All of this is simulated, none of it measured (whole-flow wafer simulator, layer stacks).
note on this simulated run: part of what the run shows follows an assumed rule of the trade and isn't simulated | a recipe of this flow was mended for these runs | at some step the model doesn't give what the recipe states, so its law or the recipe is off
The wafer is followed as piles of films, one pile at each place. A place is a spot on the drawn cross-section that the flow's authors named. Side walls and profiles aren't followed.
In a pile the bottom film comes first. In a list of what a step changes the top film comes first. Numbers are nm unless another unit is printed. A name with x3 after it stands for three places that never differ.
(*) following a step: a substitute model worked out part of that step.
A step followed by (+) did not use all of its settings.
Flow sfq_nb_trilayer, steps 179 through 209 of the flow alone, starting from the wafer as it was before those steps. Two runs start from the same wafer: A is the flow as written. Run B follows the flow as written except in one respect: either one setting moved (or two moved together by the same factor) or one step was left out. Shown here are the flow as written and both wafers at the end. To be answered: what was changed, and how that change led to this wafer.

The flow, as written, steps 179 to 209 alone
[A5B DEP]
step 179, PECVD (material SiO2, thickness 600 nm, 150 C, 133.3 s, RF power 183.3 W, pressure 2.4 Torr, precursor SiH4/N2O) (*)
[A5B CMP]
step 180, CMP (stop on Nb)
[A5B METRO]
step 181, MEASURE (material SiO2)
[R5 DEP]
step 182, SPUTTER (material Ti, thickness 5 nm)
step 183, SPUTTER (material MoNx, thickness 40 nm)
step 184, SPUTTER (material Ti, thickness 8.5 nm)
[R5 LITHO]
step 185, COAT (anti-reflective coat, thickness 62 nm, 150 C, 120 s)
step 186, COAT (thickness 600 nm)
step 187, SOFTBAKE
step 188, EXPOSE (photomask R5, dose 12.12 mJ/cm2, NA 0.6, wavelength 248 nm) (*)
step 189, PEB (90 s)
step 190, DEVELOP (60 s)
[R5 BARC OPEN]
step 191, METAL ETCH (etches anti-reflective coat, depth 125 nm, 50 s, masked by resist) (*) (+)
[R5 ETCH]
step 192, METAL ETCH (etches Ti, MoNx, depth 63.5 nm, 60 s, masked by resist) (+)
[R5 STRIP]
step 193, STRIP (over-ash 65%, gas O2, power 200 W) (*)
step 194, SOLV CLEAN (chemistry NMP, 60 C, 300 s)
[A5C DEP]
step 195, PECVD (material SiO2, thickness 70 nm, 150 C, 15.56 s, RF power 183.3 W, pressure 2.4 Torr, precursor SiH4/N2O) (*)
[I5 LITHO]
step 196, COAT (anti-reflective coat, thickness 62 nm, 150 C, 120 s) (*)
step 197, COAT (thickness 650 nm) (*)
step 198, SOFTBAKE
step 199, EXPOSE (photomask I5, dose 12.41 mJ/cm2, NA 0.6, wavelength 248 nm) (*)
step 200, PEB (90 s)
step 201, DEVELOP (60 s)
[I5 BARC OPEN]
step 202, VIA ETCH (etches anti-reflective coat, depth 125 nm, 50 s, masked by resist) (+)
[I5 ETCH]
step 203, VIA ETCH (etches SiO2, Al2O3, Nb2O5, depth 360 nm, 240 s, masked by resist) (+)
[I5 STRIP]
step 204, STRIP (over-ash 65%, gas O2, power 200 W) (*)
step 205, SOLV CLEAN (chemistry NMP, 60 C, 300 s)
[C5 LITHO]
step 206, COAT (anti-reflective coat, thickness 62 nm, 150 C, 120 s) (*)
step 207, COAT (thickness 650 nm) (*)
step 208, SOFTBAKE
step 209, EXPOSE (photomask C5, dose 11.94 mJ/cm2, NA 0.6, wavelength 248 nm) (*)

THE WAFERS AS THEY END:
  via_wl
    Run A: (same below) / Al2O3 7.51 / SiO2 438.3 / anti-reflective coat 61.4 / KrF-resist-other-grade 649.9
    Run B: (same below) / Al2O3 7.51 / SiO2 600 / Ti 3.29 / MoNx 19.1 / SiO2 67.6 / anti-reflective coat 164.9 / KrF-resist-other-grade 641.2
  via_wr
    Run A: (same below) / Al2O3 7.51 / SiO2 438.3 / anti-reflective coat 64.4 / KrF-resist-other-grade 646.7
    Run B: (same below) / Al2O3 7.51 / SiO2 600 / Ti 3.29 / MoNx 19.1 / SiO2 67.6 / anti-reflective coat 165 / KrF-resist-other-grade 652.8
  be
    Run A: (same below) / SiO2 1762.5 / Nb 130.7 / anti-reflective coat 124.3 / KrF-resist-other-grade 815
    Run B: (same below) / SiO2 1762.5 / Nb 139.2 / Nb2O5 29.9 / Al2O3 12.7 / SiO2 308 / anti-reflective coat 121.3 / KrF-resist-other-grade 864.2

Cause: step 180, CMP: stop on Nb, was skipped.

How this came from the change, step by step:
  step 182, SPUTTER (material Ti, thickness 5 nm)
      via_wl, via_wr: A +5 Ti (new film) | B +3.29 Ti (new film)
      r_sur: A +5 Ti (new film) | B +4.07 Ti (new film)
  step 183, SPUTTER (material MoNx, thickness 40 nm)
      lsp_m, ln_m6, lsp_r, l0_sur, l0v: A +40 MoNx (new film) | B +38.6 MoNx (new film)
      via_wl, via_wr: A +40 MoNx (new film) | B +26.9 MoNx (new film)
      (as well as at 3 more places)
  step 184, SPUTTER (material Ti, thickness 8.5 nm)
      via_wl, via_wr: A +8.5 Ti (new film) | B +5.51 Ti (new film)
      via_w: A +8.5 Ti (new film) | B +7.77 Ti (new film)
      (as well as at 2 more places)
  step 185, COAT (anti-reflective coat, thickness 62 nm, 150 C, 120 s)
      p3_s3, p3_l4, p3_s4: A +62 anti-reflective coat (new film) | B +64.3 anti-reflective coat (new film)
      wl_a_sr, m5r_linepad_l, m5r_linepad_r: A +62 anti-reflective coat (new film) | B +34.5 anti-reflective coat (new film)
      (as well as at 68 more places)
  step 186, COAT (thickness 600 nm)
      ln_m6, m5r_space_r: A +600 KrF-resist-other-grade (new film) | B +652.5 KrF-resist-other-grade (new film)
      wl_b_sl, wl_d_sl: A +600 KrF-resist-other-grade (new film) | B +612.6 KrF-resist-other-grade (new film)
      (as well as at 53 more places)
  step 190, DEVELOP (60 s)
      ln_m6, m5r_space_l, m5r_space_r: A -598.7 KrF-resist-other-grade (all of it) | B -651.2 KrF-resist-other-grade (all of it)
      wl_b_sl, wl_d_sl: A -598.7 KrF-resist-other-grade (all of it) | B -611.3 KrF-resist-other-grade (all of it)
      (as well as at 48 more places)
  step 191, METAL ETCH (etches anti-reflective coat, depth 125 nm, 50 s, masked by resist) (*) (+)
      field_l, via_wl, via_wr, sp_r, lsp_l, wl_j_sl, wl_a_sl: A -62 anti-reflective coat (all of it) | B -125 anti-reflective coat
      p3_s3, p3_l4, p3_s4: A -62 anti-reflective coat (all of it) | B -64.3 anti-reflective coat (all of it)
      (as well as at 60 more places)
  step 192, METAL ETCH (etches Ti, MoNx, depth 63.5 nm, 60 s, masked by resist) (+)
      ce_l, c5j, ce_r, wl_jj: A -8.5 Ti (all of it), -40 MoNx (all of it), -5 Ti (all of it), -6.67 Nb | B -8.5 Ti (all of it), -40 MoNx (all of it), -5 Ti (all of it), -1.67 SiO2
      field_l: A -8.5 Ti (all of it), -40 MoNx (all of it), -5 Ti (all of it), -1.67 SiO2 | B -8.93 anti-reflective coat (all of it), -8.5 Ti (all of it), -40 MoNx (all of it), -5 Ti (all of it), -1.18 SiO2
      (as well as at 12 more places)
  step 193, STRIP (over-ash 65%, gas O2, power 200 W) (*)
      be_r: A -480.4 KrF-resist-other-grade (all of it), -62 anti-reflective coat (all of it) | B -450.8 KrF-resist-other-grade (all of it), -41.1 anti-reflective coat (all of it)
      r_sur: A -480.4 KrF-resist-other-grade (all of it), -62 anti-reflective coat (all of it) | B -465 KrF-resist-other-grade (all of it), -194.9 anti-reflective coat (all of it)
      (as well as at 2 more places)
  step 195, PECVD (material SiO2, thickness 70 nm, 150 C, 15.56 s, RF power 183.3 W, pressure 2.4 Torr, precursor SiH4/N2O) (*)
      ce_l, c5j, ce_r, wl_jj: A +70 SiO2 (new film) | B +70 SiO2
      via_wl, via_wr: A +70 SiO2 | B +67.6 SiO2 (new film)
      (as well as at 2 more places)
  step 196, COAT (anti-reflective coat, thickness 62 nm, 150 C, 120 s) (*)
      via_wl, via_wr: A +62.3 anti-reflective coat (new film) | B +164.3 anti-reflective coat (new film)
      p4_g1, p3_l5: A +62 anti-reflective coat (new film) | B +65.7 anti-reflective coat (new film)
      (as well as at 70 more places)
  step 197, COAT (thickness 650 nm) (*)
      m5r_line_l, m5r_line_r: A +650 KrF-resist-other-grade (new film) | B +583.8 KrF-resist-other-grade (new film)
      m5r_space_l, m5r_space_r: A +650 KrF-resist-other-grade (new film) | B +699.7 KrF-resist-other-grade (new film)
      (as well as at 49 more places)
  step 201, DEVELOP (60 s)
      be: A -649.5 KrF-resist-other-grade (all of it) | B -626.1 KrF-resist-other-grade (all of it)
  step 202, VIA ETCH (etches anti-reflective coat, depth 125 nm, 50 s, masked by resist) (+)
      be: A -62.7 anti-reflective coat (all of it), -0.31 SiO2 | B -49 anti-reflective coat (all of it), -0.38 SiO2
  step 203, VIA ETCH (etches SiO2, Al2O3, Nb2O5, depth 360 nm, 240 s, masked by resist) (+)
      be: A -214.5 SiO2 (all of it), -12.7 Al2O3 (all of it), -29.9 Nb2O5 (all of it), -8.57 Nb | B -360 SiO2
  step 204, STRIP (over-ash 65%, gas O2, power 200 W) (*)
      m5r_line_l, m5r_line_r: A -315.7 KrF-resist-other-grade (all of it), -62 anti-reflective coat (all of it) | B -249.6 KrF-resist-other-grade (all of it), -50 anti-reflective coat (all of it)
      m5r_space_l, m5r_space_r: A -315.7 KrF-resist-other-grade (all of it), -62 anti-reflective coat (all of it) | B -365.2 KrF-resist-other-grade (all of it), -116.4 anti-reflective coat (all of it)
      (as well as at 72 more places)
  ... 1 other step ...
  step 207, COAT (thickness 650 nm) (*)
      m5r_line_l, m5r_line_r: A +650 KrF-resist-other-grade (new film) | B +583.8 KrF-resist-other-grade (new film)
      m5r_space_l, m5r_space_r: A +650 KrF-resist-other-grade (new film) | B +699.7 KrF-resist-other-grade (new film)
      (as well as at 50 more places)
If metal films that touch count as one body, via_wl has 6 bodies (between them, from the top down: SiO2 600 / Al2O3 7.51 / Nb2O5 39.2; SiO2 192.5; SiO2 192.5; SiO2 192.5; SiO2 192.5); the flow as written gives 5 bodies (between them, from the top down: SiO2 192.5; SiO2 192.5; SiO2 192.5; SiO2 192.5).
If metal films that touch count as one body, via_wr has 6 bodies (between them, from the top down: SiO2 600 / Al2O3 7.51 / Nb2O5 39.2; SiO2 192.5; SiO2 192.5; SiO2 192.5; SiO2 192.5); the flow as written gives 5 bodies (between them, from the top down: SiO2 192.5; SiO2 192.5; SiO2 192.5; SiO2 192.5).
